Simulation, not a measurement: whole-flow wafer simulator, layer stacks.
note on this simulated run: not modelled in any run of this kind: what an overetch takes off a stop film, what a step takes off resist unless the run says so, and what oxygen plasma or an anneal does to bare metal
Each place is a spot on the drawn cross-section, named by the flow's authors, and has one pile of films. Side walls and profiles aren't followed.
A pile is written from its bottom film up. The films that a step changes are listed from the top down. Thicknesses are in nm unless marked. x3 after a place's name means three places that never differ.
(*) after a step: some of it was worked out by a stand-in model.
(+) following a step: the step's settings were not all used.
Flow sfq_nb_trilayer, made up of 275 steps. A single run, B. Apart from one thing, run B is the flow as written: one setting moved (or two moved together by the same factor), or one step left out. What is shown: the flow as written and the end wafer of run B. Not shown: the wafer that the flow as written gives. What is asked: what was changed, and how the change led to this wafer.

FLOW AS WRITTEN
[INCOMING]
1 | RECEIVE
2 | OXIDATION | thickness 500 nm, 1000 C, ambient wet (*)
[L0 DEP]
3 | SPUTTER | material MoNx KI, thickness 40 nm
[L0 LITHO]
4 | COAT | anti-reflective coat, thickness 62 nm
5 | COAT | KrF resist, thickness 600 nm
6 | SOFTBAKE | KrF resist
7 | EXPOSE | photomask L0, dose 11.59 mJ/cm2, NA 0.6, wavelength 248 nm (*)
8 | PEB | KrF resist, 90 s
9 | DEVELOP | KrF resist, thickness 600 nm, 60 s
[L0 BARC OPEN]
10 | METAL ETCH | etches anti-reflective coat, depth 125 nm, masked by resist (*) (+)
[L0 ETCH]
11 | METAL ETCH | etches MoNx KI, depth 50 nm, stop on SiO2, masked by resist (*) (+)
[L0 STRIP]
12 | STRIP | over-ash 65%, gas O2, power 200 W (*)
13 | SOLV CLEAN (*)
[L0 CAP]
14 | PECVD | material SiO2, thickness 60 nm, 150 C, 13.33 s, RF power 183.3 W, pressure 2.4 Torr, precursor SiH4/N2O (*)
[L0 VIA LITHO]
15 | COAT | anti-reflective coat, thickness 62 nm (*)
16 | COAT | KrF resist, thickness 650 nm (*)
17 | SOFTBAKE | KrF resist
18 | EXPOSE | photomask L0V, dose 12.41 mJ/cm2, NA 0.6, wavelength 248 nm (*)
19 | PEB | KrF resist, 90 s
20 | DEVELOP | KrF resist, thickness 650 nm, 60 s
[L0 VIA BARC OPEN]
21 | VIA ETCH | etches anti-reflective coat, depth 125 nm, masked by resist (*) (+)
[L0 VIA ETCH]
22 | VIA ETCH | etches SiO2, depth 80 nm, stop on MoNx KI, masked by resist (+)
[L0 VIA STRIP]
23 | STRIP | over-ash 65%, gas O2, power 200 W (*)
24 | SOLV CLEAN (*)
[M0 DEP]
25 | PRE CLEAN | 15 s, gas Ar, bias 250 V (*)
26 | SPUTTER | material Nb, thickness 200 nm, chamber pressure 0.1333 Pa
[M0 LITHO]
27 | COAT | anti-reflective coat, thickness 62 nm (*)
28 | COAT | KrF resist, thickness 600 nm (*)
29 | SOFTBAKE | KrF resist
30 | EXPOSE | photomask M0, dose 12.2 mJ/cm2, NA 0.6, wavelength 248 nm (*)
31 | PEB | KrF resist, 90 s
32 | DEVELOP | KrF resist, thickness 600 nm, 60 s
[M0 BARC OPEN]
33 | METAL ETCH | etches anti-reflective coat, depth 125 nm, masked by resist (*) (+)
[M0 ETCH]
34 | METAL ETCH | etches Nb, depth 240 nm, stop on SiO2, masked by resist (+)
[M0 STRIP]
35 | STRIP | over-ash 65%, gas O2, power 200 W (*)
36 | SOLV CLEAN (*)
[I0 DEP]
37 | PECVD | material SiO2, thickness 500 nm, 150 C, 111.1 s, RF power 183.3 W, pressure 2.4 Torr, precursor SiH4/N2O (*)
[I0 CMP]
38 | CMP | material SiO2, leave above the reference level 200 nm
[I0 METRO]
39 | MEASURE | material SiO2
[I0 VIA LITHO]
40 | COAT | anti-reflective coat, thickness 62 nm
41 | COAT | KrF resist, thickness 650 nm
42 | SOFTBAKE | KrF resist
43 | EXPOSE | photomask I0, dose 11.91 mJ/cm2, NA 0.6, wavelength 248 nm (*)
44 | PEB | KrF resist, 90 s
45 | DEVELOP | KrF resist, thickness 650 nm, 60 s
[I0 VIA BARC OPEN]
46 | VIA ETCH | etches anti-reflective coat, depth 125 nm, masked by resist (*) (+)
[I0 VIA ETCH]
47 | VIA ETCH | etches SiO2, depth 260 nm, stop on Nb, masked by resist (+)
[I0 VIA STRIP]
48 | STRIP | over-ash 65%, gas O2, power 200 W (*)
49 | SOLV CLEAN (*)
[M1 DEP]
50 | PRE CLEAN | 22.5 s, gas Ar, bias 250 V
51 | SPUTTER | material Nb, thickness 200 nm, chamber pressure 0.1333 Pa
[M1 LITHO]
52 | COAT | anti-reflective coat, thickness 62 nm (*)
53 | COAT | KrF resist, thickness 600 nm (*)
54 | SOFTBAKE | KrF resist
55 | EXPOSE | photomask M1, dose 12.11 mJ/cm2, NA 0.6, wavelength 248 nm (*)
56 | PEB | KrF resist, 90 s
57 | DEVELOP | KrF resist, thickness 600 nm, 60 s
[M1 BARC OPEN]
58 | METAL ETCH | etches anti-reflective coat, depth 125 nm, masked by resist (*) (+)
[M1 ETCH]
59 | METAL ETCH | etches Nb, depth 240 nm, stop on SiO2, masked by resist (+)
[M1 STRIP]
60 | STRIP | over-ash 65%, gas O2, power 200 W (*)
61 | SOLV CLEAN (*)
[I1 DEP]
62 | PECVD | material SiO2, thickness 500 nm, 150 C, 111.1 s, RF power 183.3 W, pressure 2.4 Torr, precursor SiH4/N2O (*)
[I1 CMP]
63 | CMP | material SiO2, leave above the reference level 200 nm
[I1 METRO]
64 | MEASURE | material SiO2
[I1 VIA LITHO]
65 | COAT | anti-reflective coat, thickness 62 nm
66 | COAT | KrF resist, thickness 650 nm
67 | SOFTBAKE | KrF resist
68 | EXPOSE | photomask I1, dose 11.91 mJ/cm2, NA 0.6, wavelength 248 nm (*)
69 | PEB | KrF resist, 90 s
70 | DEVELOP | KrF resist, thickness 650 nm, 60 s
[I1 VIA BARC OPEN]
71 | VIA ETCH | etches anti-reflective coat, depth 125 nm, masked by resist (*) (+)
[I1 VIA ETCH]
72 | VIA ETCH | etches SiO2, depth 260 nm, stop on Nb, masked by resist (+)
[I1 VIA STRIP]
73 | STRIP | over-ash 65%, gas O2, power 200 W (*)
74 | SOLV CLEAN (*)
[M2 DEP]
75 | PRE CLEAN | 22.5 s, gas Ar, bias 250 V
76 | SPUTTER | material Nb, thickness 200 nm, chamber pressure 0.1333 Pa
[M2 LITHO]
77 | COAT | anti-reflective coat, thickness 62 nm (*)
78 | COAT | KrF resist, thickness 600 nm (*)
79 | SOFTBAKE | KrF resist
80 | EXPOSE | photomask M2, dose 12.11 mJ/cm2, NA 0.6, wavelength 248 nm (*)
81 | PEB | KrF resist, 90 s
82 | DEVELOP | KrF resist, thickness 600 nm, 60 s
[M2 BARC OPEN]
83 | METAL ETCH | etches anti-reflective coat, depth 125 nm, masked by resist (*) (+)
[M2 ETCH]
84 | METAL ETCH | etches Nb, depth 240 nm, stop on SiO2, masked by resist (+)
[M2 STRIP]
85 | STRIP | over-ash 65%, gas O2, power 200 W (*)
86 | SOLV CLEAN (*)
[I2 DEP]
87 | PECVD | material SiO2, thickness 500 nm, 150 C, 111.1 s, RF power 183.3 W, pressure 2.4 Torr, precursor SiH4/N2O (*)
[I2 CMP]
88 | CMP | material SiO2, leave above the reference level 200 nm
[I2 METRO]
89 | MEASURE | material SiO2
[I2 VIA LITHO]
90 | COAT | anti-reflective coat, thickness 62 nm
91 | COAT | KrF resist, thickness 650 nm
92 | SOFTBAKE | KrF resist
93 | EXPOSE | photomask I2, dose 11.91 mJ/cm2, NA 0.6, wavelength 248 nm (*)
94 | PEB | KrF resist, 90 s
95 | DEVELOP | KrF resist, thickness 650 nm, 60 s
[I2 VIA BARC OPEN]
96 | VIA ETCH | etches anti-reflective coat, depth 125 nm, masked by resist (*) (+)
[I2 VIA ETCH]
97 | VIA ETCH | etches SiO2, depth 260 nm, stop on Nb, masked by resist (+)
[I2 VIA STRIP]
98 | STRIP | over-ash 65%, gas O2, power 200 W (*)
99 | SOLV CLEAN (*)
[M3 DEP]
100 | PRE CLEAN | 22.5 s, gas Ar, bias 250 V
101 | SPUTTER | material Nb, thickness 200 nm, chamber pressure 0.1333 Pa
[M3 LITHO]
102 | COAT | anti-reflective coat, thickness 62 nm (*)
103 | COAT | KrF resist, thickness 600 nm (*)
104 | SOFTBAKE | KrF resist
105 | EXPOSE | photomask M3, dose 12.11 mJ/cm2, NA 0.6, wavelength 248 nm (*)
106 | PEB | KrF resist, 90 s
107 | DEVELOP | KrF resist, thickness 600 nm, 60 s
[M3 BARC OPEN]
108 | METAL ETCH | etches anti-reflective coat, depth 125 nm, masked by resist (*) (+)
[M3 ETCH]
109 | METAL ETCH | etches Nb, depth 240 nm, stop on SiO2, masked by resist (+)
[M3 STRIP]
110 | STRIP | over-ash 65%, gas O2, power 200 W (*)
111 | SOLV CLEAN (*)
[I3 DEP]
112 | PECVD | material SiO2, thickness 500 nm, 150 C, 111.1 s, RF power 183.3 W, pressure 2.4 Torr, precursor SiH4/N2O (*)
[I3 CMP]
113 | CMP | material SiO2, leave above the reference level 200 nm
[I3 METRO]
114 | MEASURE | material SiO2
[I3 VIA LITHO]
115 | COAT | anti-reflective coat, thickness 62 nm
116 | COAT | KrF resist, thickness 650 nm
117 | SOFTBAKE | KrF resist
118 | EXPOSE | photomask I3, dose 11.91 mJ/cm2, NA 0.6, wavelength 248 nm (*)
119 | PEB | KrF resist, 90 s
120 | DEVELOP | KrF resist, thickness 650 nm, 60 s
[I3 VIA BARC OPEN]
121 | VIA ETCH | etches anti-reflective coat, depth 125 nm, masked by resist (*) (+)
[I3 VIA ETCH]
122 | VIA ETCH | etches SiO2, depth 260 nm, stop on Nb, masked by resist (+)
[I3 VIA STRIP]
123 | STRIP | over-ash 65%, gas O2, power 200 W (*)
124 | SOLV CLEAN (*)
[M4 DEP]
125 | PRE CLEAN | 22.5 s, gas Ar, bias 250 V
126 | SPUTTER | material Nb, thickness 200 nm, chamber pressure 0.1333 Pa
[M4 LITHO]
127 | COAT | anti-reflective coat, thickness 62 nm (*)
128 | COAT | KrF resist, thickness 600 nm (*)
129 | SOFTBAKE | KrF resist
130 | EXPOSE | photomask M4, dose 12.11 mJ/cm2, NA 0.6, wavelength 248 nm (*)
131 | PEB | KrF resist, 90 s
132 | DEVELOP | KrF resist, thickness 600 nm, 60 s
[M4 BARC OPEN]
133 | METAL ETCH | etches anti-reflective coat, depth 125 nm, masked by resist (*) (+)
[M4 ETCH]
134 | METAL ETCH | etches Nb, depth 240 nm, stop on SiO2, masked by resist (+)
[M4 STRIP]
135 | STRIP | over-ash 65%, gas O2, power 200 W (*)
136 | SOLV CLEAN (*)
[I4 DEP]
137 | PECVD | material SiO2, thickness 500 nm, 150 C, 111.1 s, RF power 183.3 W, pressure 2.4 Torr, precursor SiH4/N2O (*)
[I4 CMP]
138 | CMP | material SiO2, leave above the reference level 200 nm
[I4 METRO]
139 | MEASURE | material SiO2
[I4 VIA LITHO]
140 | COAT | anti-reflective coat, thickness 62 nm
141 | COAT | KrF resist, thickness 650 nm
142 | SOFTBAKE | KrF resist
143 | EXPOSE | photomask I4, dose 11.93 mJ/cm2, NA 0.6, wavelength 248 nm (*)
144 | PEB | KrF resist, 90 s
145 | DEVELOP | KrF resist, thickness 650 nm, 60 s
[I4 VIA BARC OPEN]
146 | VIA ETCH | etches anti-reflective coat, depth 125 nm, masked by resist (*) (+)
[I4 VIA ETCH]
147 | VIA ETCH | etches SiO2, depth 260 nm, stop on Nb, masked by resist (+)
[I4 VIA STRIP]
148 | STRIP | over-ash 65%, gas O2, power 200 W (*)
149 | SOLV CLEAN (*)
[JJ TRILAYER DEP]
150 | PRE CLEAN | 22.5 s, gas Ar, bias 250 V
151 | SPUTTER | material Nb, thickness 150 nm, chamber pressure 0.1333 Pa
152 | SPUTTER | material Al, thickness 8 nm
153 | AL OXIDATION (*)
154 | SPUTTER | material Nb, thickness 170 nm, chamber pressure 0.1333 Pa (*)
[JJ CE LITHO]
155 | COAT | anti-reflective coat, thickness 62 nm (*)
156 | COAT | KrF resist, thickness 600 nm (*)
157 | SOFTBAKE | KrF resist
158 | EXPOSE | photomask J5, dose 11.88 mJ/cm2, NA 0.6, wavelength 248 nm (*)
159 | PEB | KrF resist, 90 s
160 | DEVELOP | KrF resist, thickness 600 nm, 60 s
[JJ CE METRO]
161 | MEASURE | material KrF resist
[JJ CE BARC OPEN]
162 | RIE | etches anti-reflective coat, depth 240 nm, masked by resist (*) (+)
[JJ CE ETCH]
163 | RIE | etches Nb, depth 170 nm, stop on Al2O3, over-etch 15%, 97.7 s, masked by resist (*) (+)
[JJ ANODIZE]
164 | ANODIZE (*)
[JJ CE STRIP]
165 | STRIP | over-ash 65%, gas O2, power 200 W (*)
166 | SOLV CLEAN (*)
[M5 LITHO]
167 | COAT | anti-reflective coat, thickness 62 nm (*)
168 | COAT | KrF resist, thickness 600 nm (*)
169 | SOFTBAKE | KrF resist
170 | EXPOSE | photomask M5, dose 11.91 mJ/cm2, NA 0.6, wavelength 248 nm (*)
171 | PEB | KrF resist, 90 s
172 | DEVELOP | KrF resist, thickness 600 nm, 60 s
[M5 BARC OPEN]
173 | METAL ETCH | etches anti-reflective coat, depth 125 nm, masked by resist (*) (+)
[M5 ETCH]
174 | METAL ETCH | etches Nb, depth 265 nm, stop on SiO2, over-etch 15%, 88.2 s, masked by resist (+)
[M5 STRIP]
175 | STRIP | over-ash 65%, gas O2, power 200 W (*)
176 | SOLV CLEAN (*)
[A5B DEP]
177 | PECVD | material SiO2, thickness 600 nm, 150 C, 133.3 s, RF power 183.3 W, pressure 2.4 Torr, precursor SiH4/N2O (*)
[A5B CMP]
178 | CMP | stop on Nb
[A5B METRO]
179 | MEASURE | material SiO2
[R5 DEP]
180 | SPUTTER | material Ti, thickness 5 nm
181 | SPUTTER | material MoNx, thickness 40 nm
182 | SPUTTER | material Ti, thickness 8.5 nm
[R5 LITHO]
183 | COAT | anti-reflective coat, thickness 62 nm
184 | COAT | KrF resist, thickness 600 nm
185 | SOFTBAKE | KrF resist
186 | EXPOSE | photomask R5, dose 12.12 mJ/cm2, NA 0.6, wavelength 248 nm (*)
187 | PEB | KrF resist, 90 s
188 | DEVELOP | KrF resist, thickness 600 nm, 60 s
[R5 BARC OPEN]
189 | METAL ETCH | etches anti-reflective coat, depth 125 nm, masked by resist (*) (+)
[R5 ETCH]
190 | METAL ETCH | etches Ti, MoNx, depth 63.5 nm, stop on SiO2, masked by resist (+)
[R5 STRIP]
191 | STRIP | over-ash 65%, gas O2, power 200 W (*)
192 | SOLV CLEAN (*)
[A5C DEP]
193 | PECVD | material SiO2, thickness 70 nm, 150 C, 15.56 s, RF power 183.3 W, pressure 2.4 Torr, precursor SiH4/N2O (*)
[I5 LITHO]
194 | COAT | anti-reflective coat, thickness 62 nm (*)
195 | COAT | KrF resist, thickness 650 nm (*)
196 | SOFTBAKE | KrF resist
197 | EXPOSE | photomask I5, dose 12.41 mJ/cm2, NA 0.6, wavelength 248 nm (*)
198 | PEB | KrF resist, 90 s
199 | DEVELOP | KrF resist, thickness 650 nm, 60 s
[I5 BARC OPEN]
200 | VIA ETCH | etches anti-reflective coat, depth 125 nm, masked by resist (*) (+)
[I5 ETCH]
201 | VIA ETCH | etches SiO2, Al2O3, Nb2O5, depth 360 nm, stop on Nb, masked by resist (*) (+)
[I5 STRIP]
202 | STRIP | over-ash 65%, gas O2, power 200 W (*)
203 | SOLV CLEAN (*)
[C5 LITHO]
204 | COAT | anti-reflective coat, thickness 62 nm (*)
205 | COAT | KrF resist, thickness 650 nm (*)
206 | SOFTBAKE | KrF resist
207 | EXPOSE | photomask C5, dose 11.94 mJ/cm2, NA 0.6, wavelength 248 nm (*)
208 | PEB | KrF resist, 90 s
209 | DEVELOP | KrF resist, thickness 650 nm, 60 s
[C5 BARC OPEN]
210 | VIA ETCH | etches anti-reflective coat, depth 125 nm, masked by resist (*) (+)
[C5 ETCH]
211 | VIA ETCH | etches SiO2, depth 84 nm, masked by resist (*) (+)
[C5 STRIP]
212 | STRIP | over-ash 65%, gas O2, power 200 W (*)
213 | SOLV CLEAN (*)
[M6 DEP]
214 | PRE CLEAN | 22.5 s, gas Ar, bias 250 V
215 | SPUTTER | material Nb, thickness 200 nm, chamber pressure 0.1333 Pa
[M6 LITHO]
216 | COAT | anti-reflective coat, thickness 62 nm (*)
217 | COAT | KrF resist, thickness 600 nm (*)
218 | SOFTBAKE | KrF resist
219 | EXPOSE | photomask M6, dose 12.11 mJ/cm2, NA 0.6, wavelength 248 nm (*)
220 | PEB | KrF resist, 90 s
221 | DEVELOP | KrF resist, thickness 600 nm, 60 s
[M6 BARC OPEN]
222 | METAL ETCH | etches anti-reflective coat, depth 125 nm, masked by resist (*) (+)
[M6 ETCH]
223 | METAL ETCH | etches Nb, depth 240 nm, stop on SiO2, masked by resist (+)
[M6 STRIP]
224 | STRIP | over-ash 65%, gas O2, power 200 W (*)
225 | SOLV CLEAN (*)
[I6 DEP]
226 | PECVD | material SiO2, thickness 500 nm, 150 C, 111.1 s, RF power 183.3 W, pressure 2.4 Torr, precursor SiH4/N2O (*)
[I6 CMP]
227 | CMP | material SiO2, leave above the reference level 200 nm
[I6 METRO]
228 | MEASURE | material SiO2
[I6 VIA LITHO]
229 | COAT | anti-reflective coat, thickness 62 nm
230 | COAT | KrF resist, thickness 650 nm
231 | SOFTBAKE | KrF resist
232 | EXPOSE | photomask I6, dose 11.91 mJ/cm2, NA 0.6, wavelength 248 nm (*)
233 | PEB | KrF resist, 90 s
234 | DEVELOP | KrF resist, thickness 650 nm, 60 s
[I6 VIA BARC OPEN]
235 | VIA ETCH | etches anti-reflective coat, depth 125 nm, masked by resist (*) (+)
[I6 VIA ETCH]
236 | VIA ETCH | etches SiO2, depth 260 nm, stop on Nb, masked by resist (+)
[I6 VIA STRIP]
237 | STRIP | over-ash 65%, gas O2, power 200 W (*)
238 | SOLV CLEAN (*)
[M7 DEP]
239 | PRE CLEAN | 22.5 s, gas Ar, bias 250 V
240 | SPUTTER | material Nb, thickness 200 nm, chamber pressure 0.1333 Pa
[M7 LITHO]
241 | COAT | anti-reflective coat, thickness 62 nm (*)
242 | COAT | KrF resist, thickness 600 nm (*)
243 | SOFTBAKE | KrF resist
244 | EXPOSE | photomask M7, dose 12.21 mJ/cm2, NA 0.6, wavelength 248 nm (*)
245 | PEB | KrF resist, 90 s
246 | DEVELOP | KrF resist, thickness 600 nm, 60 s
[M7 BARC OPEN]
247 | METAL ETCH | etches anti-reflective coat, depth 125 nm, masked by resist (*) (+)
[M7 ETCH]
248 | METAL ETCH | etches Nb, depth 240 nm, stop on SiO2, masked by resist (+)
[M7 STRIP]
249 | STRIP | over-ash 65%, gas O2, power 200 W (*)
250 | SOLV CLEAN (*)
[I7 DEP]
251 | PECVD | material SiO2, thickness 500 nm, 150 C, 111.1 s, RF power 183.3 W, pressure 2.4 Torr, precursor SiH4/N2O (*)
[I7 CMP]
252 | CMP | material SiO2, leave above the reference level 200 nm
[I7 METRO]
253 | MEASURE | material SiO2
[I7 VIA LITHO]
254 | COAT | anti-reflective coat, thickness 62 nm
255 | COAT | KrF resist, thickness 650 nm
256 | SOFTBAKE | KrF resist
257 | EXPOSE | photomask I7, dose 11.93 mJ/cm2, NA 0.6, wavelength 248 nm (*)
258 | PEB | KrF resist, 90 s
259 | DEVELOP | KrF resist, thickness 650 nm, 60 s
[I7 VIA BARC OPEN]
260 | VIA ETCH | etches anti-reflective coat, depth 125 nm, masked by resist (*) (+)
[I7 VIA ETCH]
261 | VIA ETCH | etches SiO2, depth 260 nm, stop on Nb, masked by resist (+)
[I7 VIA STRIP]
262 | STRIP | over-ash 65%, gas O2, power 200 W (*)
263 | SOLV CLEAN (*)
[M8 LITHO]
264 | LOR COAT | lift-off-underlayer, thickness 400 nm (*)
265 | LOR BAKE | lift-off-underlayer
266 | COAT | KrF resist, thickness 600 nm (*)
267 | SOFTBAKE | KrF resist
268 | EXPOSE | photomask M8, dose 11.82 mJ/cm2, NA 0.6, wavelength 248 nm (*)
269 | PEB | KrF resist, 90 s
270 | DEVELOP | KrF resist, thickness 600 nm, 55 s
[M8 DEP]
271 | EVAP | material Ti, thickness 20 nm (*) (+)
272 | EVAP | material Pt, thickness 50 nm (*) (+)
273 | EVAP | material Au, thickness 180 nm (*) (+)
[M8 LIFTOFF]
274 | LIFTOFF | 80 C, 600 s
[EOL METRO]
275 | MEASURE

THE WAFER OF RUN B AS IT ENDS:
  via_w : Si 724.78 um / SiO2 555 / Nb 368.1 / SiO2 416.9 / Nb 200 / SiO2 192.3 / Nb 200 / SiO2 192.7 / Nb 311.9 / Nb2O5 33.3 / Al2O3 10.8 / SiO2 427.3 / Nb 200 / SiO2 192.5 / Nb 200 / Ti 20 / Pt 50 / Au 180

What caused this: step 97, VIA ETCH: etches SiO2, depth 260 nm, stop on Nb, masked by resist (+), was omitted.

Step by step, how the change led to this:
  98 | STRIP | over-ash 65%, gas O2, power 200 W (*)
      field_l, v_sur, via_wl and 102 more: KrF resist loses 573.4 (all of it), anti-reflective coat loses 62 (all of it) (in the flow as written it would be: KrF resist loses 528.6 (all of it), anti-reflective coat loses 62 (all of it))
  100 | PRE CLEAN | 22.5 s, gas Ar, bias 250 V
      via_w: SiO2 loses 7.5 (in the flow as written it would be: Nb loses 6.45)
  101 | SPUTTER | material Nb, thickness 200 nm, chamber pressure 0.1333 Pa
      via_w: Nb gains 200 (new film) (in the flow as written it would be: Nb gains 165.5)
  102 | COAT | anti-reflective coat, thickness 62 nm (*)
      via_wl, via_wr: anti-reflective coat gains 62 (new film) (in the flow as written it would be: anti-reflective coat gains 34.2 (new film))
      via_w: anti-reflective coat gains 62.1 (new film) (in the flow as written it would be: anti-reflective coat gains 124.8 (new film))
  103 | COAT | KrF resist, thickness 600 nm (*)
      v_sur: KrF resist gains 600 (new film) (in the flow as written it would be: KrF resist gains 582.9 (new film))
      via_w: KrF resist gains 600.1 (new film) (in the flow as written it would be: KrF resist gains 737.9 (new film))
      (also at 1 further place)
  110 | STRIP | over-ash 65%, gas O2, power 200 W (*)
      via_wl, via_wr: KrF resist loses 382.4 (all of it), anti-reflective coat loses 62 (all of it) (in the flow as written it would be: KrF resist loses 384.2 (all of it), anti-reflective coat loses 34.2 (all of it))
      v_sur: KrF resist loses 382.4 (all of it), anti-reflective coat loses 62 (all of it) (in the flow as written it would be: KrF resist loses 365.3 (all of it), anti-reflective coat loses 61.1 (all of it))
      (also at 2 further places)
  112 | PECVD | material SiO2, thickness 500 nm, 150 C, 111.1 s, RF power 183.3 W, pressure 2.4 Torr, precursor SiH4/N2O (*)
      via_w: SiO2 gains 500 (new film) (in the flow as written it would be: SiO2 gains 615 (new film))
  113 | CMP | material SiO2, leave above the reference level 200 nm
      via_w: SiO2 loses 299.8 (in the flow as written it would be: SiO2 loses 181.6)
With metal films that touch counted as one body, via_w has 6 bodies (between them, from the top down: SiO2 192.5; SiO2 427.3 / Al2O3 10.8 / Nb2O5 33.3; SiO2 192.7; SiO2 192.3; SiO2 416.9); the flow as written gives 5 bodies (between them, from the top down: SiO2 192.5; SiO2 427.3 / Al2O3 10.8 / Nb2O5 33.3; SiO2 425.9; SiO2 416.9).
